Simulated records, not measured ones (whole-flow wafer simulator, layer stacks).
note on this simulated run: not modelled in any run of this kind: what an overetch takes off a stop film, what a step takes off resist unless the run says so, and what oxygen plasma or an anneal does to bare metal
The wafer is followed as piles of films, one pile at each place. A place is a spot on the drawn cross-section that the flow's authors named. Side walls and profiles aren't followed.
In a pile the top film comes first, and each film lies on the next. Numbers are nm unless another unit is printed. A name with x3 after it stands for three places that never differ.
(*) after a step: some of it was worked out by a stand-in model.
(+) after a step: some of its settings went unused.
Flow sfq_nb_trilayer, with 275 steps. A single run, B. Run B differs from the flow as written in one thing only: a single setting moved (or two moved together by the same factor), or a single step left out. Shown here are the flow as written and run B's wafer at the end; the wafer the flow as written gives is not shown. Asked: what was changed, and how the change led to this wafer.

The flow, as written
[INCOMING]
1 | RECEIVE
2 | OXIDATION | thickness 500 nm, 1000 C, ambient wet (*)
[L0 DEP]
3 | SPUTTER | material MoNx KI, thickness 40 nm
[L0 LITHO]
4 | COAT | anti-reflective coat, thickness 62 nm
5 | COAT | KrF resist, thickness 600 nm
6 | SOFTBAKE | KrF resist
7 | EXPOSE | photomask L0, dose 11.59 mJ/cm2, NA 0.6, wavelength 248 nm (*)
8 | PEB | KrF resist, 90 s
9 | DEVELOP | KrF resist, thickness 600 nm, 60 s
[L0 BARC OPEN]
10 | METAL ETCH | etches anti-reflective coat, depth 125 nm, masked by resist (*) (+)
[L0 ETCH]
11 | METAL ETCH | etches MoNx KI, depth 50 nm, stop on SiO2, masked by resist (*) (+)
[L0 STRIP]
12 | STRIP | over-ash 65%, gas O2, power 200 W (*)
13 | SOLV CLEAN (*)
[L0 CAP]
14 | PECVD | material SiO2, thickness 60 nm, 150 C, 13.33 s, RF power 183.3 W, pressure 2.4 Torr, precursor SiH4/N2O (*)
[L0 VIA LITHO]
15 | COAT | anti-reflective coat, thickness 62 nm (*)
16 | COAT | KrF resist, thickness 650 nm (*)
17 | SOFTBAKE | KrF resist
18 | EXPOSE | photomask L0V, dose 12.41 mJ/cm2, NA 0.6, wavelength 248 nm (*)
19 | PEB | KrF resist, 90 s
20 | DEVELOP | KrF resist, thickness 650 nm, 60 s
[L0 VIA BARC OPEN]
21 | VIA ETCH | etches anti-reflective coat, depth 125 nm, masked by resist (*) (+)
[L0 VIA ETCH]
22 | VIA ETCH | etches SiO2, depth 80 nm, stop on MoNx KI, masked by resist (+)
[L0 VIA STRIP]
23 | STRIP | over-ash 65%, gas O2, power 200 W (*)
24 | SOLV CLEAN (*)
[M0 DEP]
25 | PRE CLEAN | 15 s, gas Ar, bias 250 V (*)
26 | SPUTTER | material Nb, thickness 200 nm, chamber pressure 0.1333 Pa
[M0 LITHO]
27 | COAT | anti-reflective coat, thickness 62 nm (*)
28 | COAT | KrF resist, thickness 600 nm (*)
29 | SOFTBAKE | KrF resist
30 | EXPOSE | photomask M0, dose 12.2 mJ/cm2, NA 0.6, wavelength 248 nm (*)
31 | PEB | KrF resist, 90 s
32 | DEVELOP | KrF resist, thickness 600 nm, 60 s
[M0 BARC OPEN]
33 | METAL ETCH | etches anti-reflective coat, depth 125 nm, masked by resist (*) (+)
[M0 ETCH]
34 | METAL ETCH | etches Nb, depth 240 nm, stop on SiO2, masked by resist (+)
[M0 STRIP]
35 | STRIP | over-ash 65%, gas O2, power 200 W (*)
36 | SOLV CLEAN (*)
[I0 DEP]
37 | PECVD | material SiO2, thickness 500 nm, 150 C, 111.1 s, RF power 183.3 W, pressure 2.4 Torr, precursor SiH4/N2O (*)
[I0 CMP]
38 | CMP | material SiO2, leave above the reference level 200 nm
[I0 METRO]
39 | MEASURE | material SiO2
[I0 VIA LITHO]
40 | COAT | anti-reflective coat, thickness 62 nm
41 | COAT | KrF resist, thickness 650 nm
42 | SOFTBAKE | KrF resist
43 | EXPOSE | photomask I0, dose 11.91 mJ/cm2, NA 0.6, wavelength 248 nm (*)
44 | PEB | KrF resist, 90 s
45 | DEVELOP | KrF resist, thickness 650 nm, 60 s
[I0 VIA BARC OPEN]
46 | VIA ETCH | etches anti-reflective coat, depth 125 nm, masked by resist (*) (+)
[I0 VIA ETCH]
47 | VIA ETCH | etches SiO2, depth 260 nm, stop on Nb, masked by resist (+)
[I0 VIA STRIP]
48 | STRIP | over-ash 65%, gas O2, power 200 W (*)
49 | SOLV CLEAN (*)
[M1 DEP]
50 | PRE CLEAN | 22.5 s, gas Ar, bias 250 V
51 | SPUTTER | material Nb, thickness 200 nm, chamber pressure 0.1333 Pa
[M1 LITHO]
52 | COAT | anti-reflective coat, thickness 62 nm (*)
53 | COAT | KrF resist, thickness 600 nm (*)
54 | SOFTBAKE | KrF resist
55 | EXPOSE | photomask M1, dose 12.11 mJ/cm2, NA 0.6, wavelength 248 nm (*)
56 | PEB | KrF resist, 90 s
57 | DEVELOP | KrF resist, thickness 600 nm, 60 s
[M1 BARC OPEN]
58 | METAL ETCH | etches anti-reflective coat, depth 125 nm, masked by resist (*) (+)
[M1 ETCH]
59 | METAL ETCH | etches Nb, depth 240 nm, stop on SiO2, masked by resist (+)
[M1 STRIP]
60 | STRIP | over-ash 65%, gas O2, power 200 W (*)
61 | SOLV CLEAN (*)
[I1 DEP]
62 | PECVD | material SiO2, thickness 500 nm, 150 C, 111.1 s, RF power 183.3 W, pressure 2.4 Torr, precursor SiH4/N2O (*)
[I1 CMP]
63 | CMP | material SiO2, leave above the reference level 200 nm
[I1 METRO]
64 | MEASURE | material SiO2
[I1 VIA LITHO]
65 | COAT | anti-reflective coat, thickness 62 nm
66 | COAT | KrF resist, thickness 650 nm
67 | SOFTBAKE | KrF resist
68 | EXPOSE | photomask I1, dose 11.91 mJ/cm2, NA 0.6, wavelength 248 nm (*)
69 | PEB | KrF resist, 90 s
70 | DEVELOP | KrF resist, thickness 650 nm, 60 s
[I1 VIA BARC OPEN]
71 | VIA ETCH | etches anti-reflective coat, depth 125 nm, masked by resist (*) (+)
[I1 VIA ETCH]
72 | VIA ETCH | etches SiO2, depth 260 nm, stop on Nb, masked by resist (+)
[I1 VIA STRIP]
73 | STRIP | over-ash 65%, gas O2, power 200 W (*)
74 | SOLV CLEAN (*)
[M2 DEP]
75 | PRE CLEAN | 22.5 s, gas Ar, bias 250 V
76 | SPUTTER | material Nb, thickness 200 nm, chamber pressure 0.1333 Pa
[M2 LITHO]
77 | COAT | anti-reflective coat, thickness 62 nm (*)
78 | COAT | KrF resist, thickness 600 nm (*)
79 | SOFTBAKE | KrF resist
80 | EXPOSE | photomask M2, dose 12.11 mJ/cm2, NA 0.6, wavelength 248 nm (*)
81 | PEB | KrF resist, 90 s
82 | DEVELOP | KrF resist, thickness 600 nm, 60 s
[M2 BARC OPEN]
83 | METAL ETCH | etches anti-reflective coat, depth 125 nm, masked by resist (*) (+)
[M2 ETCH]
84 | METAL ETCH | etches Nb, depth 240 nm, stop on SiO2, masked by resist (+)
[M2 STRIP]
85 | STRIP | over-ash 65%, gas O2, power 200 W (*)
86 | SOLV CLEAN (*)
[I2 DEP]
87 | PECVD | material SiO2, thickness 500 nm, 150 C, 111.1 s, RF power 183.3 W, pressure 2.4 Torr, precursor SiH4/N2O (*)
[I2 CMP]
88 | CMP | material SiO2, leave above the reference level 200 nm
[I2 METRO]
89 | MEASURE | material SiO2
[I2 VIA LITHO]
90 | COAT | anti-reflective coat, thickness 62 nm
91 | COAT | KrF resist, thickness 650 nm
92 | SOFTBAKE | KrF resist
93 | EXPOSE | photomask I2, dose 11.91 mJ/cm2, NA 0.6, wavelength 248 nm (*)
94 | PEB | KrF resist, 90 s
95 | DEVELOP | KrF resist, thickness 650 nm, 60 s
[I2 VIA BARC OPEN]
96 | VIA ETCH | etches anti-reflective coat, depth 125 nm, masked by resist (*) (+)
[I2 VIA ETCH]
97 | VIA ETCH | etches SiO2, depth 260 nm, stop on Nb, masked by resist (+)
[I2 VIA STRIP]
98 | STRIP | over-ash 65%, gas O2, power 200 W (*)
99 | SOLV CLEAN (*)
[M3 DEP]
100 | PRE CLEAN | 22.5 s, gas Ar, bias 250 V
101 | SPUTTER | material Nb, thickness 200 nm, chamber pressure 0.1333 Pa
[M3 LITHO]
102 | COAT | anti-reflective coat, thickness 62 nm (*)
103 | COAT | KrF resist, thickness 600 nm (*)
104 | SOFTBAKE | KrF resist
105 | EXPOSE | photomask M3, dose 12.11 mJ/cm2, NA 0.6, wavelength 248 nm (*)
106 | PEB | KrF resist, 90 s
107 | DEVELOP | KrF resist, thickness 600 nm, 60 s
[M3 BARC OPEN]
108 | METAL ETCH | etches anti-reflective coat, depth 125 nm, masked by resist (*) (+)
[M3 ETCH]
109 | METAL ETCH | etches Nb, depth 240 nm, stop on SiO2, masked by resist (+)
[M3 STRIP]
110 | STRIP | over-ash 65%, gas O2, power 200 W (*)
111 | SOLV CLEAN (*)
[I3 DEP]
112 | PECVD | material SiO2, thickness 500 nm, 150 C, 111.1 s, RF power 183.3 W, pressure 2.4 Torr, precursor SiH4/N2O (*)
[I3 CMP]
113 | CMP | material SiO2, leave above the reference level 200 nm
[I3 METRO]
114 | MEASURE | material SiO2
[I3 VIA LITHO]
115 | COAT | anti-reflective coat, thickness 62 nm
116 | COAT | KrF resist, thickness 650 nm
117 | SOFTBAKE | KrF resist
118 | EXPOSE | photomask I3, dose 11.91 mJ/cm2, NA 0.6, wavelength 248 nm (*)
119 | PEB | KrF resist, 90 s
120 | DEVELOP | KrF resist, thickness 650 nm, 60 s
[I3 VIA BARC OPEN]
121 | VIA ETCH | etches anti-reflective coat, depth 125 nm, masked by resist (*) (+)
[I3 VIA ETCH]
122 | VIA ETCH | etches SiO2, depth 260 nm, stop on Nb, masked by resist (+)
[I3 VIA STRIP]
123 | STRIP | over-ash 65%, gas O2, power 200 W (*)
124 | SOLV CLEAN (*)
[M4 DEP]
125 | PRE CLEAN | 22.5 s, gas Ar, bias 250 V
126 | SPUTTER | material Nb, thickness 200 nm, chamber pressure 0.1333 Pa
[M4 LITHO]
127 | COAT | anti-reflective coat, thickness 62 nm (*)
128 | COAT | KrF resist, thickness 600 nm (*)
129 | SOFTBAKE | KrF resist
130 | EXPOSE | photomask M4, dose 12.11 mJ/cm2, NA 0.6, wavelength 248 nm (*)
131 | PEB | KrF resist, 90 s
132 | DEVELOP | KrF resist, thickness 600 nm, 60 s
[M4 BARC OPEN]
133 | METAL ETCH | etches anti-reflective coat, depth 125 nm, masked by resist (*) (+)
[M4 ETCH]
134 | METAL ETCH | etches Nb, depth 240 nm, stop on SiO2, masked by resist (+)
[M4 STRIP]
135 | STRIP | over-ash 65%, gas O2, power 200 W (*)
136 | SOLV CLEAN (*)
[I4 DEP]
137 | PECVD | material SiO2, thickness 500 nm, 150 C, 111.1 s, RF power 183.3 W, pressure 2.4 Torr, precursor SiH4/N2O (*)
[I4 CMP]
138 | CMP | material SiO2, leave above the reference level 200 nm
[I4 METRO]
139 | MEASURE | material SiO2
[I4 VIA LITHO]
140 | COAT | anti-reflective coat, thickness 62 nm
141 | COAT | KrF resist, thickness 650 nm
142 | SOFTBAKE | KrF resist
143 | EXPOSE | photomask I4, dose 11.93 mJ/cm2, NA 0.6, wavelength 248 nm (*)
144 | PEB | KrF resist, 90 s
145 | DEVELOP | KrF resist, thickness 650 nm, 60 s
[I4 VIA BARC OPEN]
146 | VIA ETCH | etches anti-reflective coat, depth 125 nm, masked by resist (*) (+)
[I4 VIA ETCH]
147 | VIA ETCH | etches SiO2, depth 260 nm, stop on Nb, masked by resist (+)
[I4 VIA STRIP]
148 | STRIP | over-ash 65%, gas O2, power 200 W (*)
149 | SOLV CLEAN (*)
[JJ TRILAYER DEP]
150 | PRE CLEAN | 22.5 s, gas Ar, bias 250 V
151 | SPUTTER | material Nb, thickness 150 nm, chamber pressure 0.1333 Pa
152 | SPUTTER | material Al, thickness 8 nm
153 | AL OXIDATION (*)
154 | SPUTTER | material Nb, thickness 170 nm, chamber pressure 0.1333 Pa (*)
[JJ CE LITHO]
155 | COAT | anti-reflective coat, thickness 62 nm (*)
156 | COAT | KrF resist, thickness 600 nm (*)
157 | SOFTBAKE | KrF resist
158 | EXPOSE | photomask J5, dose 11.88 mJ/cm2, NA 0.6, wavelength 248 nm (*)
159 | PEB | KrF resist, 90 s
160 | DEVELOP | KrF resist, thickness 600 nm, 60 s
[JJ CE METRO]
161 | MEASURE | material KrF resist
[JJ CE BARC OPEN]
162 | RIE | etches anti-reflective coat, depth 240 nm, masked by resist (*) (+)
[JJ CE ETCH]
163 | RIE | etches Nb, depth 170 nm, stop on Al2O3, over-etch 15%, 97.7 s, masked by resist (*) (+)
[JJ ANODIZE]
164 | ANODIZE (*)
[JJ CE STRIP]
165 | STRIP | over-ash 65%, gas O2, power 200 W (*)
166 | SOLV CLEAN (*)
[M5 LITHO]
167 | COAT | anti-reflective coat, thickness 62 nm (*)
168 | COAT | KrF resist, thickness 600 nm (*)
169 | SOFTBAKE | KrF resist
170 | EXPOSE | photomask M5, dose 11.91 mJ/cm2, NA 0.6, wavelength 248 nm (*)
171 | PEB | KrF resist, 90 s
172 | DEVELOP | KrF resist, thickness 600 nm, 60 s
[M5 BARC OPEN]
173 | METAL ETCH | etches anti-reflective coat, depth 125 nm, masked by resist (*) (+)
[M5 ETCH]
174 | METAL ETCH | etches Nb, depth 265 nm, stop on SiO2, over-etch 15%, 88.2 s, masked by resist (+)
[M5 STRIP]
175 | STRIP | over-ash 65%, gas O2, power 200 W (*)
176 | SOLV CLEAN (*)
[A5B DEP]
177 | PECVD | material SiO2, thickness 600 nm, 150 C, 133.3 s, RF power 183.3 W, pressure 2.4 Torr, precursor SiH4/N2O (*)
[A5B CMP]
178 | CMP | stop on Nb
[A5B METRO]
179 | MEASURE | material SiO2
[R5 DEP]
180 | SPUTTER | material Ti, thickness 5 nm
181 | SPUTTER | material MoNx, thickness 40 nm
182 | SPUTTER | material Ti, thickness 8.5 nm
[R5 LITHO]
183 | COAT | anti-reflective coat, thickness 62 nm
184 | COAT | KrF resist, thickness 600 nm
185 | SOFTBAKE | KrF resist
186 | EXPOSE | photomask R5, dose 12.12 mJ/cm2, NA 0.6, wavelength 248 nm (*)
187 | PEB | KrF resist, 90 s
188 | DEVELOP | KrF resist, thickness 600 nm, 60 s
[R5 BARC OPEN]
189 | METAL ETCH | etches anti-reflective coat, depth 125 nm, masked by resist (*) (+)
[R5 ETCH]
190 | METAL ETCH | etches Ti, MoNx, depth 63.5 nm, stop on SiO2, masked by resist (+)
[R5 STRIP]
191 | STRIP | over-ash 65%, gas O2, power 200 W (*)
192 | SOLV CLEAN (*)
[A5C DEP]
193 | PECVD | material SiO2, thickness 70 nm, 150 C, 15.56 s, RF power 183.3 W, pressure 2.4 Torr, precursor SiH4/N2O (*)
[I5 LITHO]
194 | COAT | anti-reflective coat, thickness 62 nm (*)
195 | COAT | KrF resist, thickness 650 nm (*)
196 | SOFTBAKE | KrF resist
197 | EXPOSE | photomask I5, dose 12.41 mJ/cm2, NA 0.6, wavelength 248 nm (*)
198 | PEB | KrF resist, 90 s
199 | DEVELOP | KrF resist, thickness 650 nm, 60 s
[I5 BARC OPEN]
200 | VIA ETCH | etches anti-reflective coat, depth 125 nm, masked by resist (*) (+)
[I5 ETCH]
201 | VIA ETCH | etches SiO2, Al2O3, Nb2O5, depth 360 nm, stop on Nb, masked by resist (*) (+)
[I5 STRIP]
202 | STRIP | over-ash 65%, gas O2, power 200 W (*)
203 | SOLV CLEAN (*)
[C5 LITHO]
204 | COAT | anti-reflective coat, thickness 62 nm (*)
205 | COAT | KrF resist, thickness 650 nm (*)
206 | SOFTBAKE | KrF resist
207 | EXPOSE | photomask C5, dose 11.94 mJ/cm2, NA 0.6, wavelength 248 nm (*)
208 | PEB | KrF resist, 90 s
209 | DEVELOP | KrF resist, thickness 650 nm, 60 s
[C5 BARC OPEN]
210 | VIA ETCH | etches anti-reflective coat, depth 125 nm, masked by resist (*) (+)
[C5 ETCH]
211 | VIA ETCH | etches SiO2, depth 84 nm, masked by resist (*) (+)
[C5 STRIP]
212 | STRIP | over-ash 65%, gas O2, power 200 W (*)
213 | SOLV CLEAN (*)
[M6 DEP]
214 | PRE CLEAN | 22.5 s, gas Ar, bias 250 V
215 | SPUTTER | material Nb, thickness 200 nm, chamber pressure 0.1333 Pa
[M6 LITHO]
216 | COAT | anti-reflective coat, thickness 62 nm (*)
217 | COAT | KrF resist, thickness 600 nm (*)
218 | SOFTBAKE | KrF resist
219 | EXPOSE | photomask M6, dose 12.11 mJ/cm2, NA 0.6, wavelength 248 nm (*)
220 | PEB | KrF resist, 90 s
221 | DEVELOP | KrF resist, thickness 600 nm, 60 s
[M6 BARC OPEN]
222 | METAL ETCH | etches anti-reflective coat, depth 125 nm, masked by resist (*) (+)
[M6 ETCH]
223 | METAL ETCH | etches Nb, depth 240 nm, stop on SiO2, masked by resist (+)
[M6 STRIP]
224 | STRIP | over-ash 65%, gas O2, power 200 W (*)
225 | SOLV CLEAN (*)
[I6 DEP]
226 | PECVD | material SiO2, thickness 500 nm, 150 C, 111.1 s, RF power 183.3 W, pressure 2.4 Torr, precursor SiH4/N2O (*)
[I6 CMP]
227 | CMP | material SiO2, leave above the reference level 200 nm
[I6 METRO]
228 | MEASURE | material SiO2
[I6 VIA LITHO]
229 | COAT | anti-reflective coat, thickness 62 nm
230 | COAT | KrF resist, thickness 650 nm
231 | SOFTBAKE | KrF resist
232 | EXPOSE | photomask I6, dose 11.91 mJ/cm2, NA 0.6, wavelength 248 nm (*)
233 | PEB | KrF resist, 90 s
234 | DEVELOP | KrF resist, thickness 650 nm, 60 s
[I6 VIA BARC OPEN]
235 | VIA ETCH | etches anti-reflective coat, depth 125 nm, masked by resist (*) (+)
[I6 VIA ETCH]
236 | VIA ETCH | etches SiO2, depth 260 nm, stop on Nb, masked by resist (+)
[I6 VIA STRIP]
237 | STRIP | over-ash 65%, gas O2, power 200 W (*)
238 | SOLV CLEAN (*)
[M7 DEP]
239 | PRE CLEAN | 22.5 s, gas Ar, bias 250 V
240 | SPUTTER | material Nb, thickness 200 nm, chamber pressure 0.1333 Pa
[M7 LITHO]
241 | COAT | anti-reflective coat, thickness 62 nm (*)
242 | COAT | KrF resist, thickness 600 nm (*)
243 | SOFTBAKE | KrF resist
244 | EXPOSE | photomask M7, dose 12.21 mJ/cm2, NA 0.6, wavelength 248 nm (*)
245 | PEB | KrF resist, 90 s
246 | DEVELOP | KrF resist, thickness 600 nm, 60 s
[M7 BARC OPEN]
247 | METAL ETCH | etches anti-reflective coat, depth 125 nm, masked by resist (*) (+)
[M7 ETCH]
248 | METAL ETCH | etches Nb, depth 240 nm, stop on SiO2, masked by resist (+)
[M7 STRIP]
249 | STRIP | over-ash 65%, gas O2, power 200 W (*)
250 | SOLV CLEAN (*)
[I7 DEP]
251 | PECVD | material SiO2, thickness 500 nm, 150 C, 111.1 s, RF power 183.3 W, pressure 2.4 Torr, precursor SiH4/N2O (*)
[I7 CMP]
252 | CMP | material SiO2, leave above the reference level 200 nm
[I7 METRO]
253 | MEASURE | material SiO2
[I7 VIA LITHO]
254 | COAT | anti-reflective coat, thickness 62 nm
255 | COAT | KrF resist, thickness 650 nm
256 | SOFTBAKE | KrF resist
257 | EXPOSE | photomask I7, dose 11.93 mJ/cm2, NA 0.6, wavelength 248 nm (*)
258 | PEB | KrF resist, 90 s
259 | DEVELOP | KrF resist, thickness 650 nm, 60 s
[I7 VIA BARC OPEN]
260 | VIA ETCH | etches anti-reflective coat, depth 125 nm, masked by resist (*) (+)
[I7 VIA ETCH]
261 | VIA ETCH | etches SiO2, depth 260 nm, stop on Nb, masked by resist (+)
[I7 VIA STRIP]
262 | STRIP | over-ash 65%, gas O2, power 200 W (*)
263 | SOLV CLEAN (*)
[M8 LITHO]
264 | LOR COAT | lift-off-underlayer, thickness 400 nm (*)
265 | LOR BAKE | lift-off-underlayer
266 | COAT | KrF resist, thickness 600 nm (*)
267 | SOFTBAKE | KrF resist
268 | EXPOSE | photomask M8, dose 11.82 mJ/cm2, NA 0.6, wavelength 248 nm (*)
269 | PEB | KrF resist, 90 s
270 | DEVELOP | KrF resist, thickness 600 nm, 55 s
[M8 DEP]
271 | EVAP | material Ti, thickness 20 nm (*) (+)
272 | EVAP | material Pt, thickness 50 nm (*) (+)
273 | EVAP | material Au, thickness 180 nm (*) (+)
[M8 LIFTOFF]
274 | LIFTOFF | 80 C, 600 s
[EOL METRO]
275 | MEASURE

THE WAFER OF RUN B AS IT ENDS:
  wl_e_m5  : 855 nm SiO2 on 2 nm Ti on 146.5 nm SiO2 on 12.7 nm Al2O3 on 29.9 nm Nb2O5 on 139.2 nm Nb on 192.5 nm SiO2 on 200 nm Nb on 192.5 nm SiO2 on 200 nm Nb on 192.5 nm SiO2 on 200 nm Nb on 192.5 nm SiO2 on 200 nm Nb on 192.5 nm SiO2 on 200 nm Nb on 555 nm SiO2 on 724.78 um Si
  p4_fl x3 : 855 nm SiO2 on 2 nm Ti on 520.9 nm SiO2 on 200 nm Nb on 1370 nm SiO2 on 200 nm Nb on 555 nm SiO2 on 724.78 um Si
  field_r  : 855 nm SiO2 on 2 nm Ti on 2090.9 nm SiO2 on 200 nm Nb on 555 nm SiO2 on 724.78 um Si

The reason: step 181, SPUTTER: thickness 52 nm was run, though the flow has thickness 40 nm.

Step by step, how the change led to this:
  181 | SPUTTER | material MoNx, thickness 40 nm
      field_l, v_sur, via_wl and 103 more: MoNx gains 52 (new film) (as written it would have been: MoNx gains 40 (new film))
  190 | METAL ETCH | etches Ti, MoNx, depth 63.5 nm, stop on SiO2, masked by resist (+)
      field_l, v_sur, via_wl and 92 more: Ti loses 8.5 (all of it), MoNx loses 52 (all of it), Ti loses 3 (as written it would have been: Ti loses 8.5 (all of it), MoNx loses 40 (all of it), Ti loses 5 (all of it))
      ce_l, c5j, ce_r, wl_jj: Ti loses 8.5 (all of it), MoNx loses 52 (all of it), Ti loses 3 (as written it would have been: Ti loses 8.5 (all of it), MoNx loses 40 (all of it), Ti loses 5 (all of it), Nb loses 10)
  193 | PECVD | material SiO2, thickness 70 nm, 150 C, 15.56 s, RF power 183.3 W, pressure 2.4 Torr, precursor SiH4/N2O (*)
      field_l, v_sur, via_wl and 92 more: SiO2 gains 70 (new film) (as written it would have been: SiO2 gains 70)
  194 | COAT | anti-reflective coat, thickness 62 nm (*)
      wl_j_sl, wl_j_sr: anti-reflective coat gains 62 (new film) (as written it would have been: anti-reflective coat gains 60.2 (new film))
      r5r_spacepad_l, r5r_spacepad_r: anti-reflective coat gains 88.7 (new film) (as written it would have been: anti-reflective coat gains 84.4 (new film))
      (also at 12 further places)
  201 | VIA ETCH | etches SiO2, Al2O3, Nb2O5, depth 360 nm, stop on Nb, masked by resist (*) (+)
      be: SiO2 loses 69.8 (all of it), Ti loses 2 (all of it), SiO2 loses 146.5 (all of it), Al2O3 loses 12.7 (all of it), Nb2O5 loses 29.9 (all of it) (as written it would have been: SiO2 loses 216.4 (all of it), Al2O3 loses 12.7 (all of it), Nb2O5 loses 29.9 (all of it))
  202 | STRIP | over-ash 65%, gas O2, power 200 W (*)
      wl_j_sl, wl_j_sr: KrF resist loses 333 (all of it), anti-reflective coat loses 62 (all of it) (as written it would have been: KrF resist loses 333.3 (all of it), anti-reflective coat loses 60.2 (all of it))
      r5r_spacepad_l, r5r_spacepad_r: KrF resist loses 335.9 (all of it), anti-reflective coat loses 88.7 (all of it) (as written it would have been: KrF resist loses 335.6 (all of it), anti-reflective coat loses 84.4 (all of it))
      (also at 12 further places)
  204 | COAT | anti-reflective coat, thickness 62 nm (*)
      wl_j_sl, wl_j_sr: anti-reflective coat gains 62 (new film) (as written it would have been: anti-reflective coat gains 60.2 (new film))
      r5r_spacepad_l, r5r_spacepad_r: anti-reflective coat gains 88.7 (new film) (as written it would have been: anti-reflective coat gains 84.4 (new film))
      (also at 12 further places)
  210 | VIA ETCH | etches anti-reflective coat, depth 125 nm, masked by resist (*) (+)
      c5j: anti-reflective coat loses 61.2 (all of it), SiO2 loses 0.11 (as written it would have been: anti-reflective coat loses 63.9 (all of it), SiO2 loses 0.11)
  211 | VIA ETCH | etches SiO2, depth 84 nm, masked by resist (*) (+)
      c5j: SiO2 loses 69.9 (all of it) (as written it would have been: SiO2 loses 69.9 (all of it), Nb loses 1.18)
  212 | STRIP | over-ash 65%, gas O2, power 200 W (*)
      wl_j_sl, wl_j_sr: KrF resist loses 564 (all of it), anti-reflective coat loses 62 (all of it) (as written it would have been: KrF resist loses 563.4 (all of it), anti-reflective coat loses 60.2 (all of it))
      r5r_spacepad_l, r5r_spacepad_r: KrF resist loses 566.9 (all of it), anti-reflective coat loses 88.7 (all of it) (as written it would have been: KrF resist loses 565.8 (all of it), anti-reflective coat loses 84.4 (all of it))
      (also at 11 further places)
  214 | PRE CLEAN | 22.5 s, gas Ar, bias 250 V
      c5j: Ti loses 2 (all of it), Nb loses 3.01 (as written it would have been: Nb loses 6.45)
  216 | COAT | anti-reflective coat, thickness 62 nm (*)
      r5r_line_l, r5r_line_c, r5r_line_r: anti-reflective coat gains 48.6 (new film) (as written it would have been: anti-reflective coat gains 50 (new film))
      wl_j_sl, wl_j_sr: anti-reflective coat gains 62 (new film) (as written it would have been: anti-reflective coat gains 60.2 (new film))
      (also at 12 further places)
  222 | METAL ETCH | etches anti-reflective coat, depth 125 nm, masked by resist (*) (+)
      r5r_line_l, r5r_line_c, r5r_line_r: anti-reflective coat loses 48.6 (all of it) (as written it would have been: anti-reflective coat loses 50 (all of it))
      r5r_spacepad_l, r5r_spacepad_r: anti-reflective coat loses 90.7 (all of it) (as written it would have been: anti-reflective coat loses 85.7 (all of it))
      (also at 1 further place)
  224 | STRIP | over-ash 65%, gas O2, power 200 W (*)
      wl_j_sl, wl_j_sr: KrF resist loses 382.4 (all of it), anti-reflective coat loses 62 (all of it) (as written it would have been: KrF resist loses 382.5 (all of it), anti-reflective coat loses 60.2 (all of it))
      jj_sur: KrF resist loses 378.8 (all of it), anti-reflective coat loses 58.6 (all of it) (as written it would have been: KrF resist loses 378.5 (all of it), anti-reflective coat loses 56.1 (all of it))
      (also at 8 further places)
  227 | CMP | material SiO2, leave above the reference level 200 nm
      r5r_line_l, r5r_spacepad_l, r5r_spacepad_r, r5r_line_c, r5r_line_r: SiO2 loses 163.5 (as written it would have been: SiO2 loses 153.5)
      ce_l, ce_r, wl_jj: SiO2 loses 300 (as written it would have been: SiO2 loses 290)
      (also at 5 further places)
With metal films that touch counted as one body, wl_e_m5 has 7 bodies (between them, from the top down: SiO2 146.5 / Al2O3 12.7 / Nb2O5 29.9; SiO2 192.5; SiO2 192.5; SiO2 192.5; SiO2 192.5; SiO2 192.5); the flow as written gives 6 bodies (between them, from the top down: SiO2 192.5; SiO2 192.5; SiO2 192.5; SiO2 192.5; SiO2 192.5).
With metal films that touch counted as one body, p4_fl x3 has 3 bodies (between them, from the top down: SiO2 520.9; SiO2 1370); the flow as written gives 2 bodies (between them, from the top down: SiO2 1370).
With metal films that touch counted as one body, field_r has 2 bodies (between them, from the top down: SiO2 2090.9); the flow as written gives 1 body.
